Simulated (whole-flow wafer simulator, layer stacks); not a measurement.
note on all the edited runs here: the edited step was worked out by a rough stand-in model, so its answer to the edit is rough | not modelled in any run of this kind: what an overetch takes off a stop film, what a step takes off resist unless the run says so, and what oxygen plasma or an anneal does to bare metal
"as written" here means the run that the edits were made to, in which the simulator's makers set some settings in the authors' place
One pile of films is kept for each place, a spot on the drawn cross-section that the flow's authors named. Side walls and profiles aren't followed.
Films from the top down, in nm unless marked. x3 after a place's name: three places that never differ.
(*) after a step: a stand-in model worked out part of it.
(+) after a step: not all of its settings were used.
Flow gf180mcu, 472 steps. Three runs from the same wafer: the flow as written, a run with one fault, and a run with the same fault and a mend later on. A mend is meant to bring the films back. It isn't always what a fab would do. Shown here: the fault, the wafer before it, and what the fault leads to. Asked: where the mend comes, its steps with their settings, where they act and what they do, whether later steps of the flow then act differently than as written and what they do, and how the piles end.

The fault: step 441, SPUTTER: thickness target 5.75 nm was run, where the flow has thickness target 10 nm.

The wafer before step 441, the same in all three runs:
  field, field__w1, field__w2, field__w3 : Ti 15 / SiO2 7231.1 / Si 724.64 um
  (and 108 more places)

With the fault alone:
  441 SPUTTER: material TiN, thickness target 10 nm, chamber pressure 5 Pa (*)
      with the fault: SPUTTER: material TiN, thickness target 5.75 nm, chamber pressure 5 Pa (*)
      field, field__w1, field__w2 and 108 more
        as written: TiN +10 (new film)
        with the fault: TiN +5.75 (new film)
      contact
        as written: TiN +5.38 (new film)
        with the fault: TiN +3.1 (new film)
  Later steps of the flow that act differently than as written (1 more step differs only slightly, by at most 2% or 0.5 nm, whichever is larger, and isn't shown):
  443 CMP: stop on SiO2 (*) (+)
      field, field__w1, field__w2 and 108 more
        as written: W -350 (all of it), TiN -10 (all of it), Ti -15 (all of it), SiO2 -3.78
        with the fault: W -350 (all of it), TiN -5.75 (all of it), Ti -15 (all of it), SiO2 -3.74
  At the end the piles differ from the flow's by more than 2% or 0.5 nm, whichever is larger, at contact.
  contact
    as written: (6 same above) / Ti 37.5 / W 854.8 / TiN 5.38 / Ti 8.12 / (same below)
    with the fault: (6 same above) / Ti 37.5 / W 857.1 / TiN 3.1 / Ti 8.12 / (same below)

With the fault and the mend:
  The mend comes after step 441.
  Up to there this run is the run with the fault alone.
  441a SPUTTER: material TiN, thickness target 4.25 nm, chamber pressure 5 Pa (*) (the flow's step 441 once more, with other settings)
      field, field__w1, field__w2 and 108 more
        TiN +4.25
      contact
        TiN +2.29
  No later step of the flow acts differently than as written at any place that is followed.
  At the end the piles are the same as the flow's at every place that both follow.
